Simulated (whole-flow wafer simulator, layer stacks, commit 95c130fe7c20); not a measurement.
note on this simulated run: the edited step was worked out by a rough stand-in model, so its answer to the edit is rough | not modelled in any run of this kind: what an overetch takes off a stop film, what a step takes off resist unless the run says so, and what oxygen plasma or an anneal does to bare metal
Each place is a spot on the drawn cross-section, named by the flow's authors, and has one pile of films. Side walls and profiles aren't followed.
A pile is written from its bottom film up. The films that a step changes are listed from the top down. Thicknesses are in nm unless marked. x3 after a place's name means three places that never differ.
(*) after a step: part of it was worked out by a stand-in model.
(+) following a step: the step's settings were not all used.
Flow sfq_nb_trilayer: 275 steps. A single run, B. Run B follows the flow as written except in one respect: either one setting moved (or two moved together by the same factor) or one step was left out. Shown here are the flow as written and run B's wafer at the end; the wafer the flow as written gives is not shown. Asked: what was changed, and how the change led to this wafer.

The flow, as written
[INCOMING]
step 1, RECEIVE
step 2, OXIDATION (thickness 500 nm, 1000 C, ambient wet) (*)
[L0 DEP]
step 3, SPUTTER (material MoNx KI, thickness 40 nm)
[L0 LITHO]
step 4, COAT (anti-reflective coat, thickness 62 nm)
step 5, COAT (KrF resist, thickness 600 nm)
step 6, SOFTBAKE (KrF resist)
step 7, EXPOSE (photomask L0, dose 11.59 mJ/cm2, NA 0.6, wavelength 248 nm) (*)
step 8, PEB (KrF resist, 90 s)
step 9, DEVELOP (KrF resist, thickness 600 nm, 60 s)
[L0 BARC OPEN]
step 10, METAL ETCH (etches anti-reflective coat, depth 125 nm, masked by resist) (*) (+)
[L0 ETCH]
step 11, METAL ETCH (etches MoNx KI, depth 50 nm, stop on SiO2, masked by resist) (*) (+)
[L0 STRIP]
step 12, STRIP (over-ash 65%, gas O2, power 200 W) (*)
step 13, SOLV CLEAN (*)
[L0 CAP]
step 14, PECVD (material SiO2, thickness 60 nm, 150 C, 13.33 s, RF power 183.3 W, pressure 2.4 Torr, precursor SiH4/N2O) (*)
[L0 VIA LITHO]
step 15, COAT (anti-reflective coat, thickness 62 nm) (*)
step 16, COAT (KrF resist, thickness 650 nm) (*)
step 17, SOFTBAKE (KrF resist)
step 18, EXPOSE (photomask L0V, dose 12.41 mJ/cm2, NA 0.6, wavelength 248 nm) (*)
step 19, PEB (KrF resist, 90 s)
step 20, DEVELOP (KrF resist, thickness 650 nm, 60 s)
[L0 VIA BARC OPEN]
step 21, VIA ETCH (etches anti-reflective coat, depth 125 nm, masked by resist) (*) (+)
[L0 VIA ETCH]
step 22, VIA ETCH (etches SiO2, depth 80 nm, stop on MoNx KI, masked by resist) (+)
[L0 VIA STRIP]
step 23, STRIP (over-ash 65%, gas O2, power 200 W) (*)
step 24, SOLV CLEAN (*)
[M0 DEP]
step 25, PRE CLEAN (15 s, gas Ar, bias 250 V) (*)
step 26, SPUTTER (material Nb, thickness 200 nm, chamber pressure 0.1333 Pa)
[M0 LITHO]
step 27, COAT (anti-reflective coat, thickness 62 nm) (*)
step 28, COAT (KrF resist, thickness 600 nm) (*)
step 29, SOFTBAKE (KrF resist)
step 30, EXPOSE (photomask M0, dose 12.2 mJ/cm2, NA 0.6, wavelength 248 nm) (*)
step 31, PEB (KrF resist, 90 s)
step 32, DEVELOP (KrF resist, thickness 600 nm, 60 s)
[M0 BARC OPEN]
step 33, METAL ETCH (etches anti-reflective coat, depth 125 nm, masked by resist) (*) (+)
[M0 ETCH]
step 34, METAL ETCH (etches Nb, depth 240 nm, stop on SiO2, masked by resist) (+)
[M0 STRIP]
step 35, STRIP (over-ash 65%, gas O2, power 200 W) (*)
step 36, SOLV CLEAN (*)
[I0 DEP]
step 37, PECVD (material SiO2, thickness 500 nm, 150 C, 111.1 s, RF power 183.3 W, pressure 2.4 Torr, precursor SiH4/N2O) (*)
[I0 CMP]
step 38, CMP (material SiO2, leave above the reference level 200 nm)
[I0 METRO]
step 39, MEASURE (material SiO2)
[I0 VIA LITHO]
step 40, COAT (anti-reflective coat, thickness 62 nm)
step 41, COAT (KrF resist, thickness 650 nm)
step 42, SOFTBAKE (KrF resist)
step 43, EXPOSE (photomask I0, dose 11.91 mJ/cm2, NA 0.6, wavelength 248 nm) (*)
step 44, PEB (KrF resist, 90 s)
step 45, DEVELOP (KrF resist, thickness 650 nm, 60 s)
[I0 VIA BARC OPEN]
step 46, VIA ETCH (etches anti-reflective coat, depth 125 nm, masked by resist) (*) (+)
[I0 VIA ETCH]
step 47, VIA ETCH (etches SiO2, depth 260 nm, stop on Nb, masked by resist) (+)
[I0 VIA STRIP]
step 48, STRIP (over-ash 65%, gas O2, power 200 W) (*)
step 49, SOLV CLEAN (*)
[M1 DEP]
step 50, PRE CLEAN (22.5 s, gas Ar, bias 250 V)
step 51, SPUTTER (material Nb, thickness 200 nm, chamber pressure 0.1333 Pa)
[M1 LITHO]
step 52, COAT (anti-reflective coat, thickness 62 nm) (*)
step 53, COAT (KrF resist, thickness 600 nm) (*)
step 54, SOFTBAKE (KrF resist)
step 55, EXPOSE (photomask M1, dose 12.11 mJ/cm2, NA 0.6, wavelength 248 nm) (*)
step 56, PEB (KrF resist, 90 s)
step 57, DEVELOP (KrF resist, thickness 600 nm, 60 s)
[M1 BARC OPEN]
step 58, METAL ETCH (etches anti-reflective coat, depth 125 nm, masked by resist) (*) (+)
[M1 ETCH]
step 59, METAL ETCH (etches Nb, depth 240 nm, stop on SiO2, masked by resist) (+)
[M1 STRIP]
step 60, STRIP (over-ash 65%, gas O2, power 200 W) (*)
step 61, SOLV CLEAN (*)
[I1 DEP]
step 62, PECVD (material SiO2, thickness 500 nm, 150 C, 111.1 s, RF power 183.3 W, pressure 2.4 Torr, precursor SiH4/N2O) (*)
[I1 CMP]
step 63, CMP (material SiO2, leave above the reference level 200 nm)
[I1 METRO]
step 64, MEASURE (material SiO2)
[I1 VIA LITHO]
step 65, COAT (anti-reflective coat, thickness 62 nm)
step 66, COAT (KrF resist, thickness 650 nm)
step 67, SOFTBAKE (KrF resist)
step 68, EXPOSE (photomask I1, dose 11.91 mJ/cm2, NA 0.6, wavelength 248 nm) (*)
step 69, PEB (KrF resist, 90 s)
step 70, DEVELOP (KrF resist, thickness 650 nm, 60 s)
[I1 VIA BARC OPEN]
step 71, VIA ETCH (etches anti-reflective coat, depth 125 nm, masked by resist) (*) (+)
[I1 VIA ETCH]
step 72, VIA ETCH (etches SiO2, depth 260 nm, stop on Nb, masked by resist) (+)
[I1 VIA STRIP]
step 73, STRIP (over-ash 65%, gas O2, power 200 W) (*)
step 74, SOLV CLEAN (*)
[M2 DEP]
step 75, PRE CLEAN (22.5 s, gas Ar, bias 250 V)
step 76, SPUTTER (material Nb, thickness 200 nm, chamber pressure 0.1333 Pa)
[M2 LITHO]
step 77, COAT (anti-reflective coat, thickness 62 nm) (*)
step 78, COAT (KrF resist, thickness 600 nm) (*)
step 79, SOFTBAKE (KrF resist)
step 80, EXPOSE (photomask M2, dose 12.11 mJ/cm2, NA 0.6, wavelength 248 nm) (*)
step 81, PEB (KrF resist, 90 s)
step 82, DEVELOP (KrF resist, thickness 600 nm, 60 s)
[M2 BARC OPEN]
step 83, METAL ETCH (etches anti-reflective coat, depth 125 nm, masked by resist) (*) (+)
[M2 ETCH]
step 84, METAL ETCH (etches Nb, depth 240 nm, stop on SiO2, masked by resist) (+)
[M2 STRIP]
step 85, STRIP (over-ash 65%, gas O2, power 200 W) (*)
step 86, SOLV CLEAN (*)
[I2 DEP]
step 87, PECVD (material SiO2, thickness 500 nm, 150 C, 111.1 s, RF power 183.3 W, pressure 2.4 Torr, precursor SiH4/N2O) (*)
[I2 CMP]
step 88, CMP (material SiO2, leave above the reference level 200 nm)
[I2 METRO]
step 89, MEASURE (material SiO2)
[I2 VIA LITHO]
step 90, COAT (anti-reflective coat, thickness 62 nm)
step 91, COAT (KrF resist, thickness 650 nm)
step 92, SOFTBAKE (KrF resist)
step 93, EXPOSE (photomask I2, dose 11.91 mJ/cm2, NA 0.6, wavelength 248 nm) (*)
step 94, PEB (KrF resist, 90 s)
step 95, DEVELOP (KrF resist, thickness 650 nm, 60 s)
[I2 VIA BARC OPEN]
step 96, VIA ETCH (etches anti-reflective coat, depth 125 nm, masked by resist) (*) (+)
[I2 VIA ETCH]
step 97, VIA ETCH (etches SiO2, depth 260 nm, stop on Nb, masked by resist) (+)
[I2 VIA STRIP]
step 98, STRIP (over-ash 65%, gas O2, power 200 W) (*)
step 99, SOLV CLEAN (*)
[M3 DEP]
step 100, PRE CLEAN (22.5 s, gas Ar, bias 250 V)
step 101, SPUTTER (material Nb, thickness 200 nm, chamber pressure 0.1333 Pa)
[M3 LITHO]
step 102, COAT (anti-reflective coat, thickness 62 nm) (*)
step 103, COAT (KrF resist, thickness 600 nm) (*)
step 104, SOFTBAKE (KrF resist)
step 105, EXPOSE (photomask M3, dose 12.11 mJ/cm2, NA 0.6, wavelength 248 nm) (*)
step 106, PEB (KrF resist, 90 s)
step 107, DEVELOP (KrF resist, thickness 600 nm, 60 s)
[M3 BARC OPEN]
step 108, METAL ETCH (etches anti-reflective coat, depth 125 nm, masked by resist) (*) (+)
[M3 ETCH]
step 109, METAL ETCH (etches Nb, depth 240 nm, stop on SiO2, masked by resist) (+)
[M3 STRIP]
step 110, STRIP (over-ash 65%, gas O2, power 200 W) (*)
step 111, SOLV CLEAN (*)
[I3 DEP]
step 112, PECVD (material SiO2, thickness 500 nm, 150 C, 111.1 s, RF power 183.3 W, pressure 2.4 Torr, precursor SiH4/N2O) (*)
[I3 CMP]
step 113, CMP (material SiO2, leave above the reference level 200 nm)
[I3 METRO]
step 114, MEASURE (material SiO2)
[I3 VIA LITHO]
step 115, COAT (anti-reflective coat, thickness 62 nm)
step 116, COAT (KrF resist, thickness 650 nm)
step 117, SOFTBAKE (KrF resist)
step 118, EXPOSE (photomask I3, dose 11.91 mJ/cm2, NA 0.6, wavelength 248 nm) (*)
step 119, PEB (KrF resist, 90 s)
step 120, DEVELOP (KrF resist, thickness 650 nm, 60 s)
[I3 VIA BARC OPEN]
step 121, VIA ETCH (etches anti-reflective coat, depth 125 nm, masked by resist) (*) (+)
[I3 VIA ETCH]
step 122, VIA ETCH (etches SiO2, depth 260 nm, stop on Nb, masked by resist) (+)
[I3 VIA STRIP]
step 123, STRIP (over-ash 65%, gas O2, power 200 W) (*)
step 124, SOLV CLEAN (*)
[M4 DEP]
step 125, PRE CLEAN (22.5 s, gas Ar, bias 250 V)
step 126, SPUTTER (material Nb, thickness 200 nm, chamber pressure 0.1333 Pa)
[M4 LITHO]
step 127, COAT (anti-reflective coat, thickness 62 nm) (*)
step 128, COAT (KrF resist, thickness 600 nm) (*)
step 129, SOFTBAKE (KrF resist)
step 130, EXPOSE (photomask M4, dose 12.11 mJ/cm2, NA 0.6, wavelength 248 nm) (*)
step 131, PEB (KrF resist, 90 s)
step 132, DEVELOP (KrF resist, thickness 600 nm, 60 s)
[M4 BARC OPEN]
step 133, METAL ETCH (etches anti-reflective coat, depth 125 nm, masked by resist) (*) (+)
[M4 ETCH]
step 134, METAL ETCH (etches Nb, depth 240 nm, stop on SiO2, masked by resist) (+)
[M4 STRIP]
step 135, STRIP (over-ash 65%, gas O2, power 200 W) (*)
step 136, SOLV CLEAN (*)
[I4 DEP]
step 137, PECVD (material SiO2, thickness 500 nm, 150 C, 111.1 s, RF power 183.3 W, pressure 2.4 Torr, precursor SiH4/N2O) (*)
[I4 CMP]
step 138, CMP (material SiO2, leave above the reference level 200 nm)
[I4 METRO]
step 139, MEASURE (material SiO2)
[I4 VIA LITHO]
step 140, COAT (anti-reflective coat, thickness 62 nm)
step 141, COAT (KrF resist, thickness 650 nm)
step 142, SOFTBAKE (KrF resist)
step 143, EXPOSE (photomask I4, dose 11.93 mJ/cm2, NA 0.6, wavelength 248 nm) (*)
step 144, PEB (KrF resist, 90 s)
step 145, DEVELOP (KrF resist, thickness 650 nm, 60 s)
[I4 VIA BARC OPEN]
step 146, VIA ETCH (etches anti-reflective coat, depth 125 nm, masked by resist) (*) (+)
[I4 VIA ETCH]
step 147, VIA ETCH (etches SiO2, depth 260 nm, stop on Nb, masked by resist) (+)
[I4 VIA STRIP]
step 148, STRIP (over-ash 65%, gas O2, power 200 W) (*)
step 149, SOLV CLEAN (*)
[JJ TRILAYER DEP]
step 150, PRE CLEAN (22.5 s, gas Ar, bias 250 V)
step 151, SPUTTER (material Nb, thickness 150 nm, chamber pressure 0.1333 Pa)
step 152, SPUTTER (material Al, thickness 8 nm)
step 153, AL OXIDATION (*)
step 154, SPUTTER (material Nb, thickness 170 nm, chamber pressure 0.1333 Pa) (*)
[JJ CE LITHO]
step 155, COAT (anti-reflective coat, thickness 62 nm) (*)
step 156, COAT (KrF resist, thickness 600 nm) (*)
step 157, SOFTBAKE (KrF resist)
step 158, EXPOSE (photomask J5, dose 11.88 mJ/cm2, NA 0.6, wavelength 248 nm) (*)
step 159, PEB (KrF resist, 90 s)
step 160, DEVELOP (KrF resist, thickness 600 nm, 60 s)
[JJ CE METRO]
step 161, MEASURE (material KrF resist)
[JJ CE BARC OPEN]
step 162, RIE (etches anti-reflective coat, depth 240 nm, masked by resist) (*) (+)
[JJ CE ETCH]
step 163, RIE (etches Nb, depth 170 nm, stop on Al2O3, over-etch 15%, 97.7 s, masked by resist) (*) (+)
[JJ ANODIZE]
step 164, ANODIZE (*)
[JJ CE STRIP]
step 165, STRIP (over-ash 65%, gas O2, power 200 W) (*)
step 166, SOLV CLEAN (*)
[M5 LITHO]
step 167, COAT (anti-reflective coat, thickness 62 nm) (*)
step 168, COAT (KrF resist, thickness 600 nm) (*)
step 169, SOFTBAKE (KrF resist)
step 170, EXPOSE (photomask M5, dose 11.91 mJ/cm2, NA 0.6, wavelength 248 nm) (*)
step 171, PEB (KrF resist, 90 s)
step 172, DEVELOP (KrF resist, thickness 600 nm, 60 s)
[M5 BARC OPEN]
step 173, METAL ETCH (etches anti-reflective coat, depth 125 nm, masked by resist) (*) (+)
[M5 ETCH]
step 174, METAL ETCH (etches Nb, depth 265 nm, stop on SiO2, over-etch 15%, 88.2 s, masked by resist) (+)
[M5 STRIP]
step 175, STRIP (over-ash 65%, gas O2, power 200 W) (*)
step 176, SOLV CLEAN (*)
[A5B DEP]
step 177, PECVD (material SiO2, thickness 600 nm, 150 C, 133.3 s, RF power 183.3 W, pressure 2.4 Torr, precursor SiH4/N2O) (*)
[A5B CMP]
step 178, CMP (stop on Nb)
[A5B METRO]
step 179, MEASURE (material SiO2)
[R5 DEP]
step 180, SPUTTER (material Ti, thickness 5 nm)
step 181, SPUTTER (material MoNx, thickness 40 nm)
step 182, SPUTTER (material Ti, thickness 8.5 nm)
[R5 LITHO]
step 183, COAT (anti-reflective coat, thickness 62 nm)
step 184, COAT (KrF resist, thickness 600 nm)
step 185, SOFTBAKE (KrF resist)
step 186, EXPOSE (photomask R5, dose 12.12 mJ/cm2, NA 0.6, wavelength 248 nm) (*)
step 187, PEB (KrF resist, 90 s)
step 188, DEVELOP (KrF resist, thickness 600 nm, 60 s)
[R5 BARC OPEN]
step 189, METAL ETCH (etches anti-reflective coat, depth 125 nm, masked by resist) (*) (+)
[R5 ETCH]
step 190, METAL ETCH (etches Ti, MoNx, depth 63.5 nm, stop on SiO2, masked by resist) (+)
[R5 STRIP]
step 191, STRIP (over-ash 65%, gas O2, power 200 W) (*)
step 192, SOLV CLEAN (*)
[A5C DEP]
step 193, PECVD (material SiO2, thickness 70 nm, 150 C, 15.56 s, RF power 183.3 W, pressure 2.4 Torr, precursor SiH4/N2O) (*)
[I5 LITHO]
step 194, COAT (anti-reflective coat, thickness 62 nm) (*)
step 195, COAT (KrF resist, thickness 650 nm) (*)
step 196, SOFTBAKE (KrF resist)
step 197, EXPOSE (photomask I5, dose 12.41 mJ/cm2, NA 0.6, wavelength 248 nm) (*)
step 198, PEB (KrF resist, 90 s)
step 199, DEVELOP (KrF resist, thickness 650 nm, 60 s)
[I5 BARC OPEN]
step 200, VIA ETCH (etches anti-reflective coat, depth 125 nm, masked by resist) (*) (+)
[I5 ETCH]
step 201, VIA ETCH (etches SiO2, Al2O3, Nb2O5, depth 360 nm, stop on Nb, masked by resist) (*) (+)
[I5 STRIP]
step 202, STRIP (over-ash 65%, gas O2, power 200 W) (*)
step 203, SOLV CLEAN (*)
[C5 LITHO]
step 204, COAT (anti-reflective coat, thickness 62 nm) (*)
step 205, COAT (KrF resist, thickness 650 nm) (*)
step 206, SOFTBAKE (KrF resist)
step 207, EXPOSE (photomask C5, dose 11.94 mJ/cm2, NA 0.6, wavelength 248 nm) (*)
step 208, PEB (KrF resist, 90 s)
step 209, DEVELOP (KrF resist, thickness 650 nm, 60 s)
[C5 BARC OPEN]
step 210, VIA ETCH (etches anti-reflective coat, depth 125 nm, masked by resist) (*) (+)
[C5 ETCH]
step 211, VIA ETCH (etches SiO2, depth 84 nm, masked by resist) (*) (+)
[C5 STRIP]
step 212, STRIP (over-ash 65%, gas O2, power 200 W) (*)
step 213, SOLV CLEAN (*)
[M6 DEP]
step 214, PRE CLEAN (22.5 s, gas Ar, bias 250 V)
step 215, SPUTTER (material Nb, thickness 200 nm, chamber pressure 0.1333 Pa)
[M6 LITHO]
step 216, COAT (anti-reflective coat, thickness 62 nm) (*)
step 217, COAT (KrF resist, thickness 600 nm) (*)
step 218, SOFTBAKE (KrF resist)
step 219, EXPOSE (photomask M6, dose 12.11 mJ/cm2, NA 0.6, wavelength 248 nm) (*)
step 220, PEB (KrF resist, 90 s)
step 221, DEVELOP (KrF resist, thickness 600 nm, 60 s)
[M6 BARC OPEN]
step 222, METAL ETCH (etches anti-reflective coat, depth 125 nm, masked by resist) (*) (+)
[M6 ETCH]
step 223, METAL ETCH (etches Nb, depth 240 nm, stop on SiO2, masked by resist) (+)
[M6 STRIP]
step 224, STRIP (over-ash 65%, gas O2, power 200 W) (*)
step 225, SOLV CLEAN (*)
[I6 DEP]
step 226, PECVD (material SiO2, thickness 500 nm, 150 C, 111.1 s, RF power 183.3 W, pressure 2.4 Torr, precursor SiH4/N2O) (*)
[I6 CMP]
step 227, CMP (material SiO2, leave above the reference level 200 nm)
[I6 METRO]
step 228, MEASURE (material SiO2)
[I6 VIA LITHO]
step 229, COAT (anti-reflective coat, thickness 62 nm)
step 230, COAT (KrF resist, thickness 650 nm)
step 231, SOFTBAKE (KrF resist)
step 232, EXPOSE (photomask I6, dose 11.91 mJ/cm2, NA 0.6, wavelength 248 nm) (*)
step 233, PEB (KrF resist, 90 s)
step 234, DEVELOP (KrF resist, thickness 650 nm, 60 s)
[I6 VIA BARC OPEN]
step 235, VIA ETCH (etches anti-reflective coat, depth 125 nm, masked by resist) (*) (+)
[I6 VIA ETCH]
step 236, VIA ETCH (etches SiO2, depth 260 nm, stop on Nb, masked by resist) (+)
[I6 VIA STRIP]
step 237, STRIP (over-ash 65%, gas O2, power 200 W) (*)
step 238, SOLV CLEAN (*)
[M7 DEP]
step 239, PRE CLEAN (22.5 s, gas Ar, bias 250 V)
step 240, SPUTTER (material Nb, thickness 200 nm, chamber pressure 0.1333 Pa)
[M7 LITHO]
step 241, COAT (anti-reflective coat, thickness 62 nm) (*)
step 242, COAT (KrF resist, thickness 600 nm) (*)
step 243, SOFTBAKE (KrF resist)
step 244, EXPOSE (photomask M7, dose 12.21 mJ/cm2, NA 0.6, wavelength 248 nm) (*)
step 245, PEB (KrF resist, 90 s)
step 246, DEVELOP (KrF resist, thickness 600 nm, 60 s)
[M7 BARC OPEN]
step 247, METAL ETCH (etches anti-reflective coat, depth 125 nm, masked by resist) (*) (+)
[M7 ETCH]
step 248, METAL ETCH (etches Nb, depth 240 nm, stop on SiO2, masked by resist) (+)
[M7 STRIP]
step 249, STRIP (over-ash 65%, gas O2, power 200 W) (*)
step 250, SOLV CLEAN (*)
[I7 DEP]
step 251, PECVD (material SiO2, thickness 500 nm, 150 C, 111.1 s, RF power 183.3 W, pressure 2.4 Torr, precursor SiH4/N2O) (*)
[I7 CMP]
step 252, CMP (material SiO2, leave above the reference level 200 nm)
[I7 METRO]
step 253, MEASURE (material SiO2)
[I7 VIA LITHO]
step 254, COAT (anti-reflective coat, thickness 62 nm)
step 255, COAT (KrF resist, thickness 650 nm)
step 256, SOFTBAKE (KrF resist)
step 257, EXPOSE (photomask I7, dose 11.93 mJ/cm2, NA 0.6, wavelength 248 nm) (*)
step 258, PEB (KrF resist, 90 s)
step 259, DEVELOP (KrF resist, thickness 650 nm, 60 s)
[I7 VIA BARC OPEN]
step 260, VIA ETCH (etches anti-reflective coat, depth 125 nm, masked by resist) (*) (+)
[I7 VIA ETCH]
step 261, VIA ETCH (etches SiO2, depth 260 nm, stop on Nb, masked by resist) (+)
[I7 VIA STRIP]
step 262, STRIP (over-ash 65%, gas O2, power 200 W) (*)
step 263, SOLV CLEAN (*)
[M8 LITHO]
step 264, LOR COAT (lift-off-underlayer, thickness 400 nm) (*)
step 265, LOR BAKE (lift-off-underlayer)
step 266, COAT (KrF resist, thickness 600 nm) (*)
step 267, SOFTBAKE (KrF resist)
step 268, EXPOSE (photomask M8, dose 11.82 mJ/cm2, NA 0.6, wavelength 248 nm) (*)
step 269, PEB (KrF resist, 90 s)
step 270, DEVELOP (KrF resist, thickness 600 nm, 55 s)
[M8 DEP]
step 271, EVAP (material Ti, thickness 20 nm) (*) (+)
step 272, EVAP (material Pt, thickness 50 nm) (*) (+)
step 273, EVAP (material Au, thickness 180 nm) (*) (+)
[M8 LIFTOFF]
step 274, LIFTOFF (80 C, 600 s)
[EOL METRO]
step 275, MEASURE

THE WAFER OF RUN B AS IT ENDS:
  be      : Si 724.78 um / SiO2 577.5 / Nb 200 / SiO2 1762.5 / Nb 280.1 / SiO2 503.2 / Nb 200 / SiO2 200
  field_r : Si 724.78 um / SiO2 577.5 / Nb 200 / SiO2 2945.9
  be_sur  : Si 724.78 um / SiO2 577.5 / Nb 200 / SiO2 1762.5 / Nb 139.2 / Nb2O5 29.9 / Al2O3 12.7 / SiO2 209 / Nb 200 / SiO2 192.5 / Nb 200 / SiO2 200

What caused this: step 14, PECVD: thickness 82.5 nm was run, while the flow as written has thickness 60 nm; step 14, PECVD: 18.33 s was run, where the flow has 13.33 s.

The path from the change to this, step by step:
  step 14, PECVD (material SiO2, thickness 60 nm, 150 C, 13.33 s, RF power 183.3 W, pressure 2.4 Torr, precursor SiH4/N2O) (*)
      v_sur, via_wl, via_w and 97 more: SiO2 gains 82.5 (in the flow as written it would be: SiO2 gains 60)
      field_l, l0_sur, l0v, l0r_line_l, l0r_line_c, l0r_line_r: SiO2 gains 82.5 (new film) (in the flow as written it would be: SiO2 gains 60 (new film))
  step 22, VIA ETCH (etches SiO2, depth 80 nm, stop on MoNx KI, masked by resist) (+)
      l0v: SiO2 loses 80 (in the flow as written it would be: SiO2 loses 59.8 (all of it))
  step 25, PRE CLEAN (15 s, gas Ar, bias 250 V) (*)
      l0v: SiO2 loses 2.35 (all of it), MoNx KI loses 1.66 (in the flow as written it would be: MoNx KI loses 2.91)
  step 27, COAT (anti-reflective coat, thickness 62 nm) (*)
      l0_sur: anti-reflective coat gains 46 (new film) (in the flow as written it would be: anti-reflective coat gains 47.5 (new film))
      l0v: anti-reflective coat gains 83.3 (new film) (in the flow as written it would be: anti-reflective coat gains 78 (new film))
  step 28, COAT (KrF resist, thickness 600 nm) (*)
      l0v: KrF resist gains 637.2 (new film) (in the flow as written it would be: KrF resist gains 622.9 (new film))
  step 35, STRIP (over-ash 65%, gas O2, power 200 W) (*)
      l0_sur: KrF resist loses 369.7 (all of it), anti-reflective coat loses 46 (all of it) (in the flow as written it would be: KrF resist loses 372 (all of it), anti-reflective coat loses 47.5 (all of it))
      l0v: KrF resist loses 419.5 (all of it), anti-reflective coat loses 83.3 (all of it) (in the flow as written it would be: KrF resist loses 405.3 (all of it), anti-reflective coat loses 78 (all of it))
  step 38, CMP (material SiO2, leave above the reference level 200 nm)
      l0v: SiO2 loses 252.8 (in the flow as written it would be: SiO2 loses 277.8)
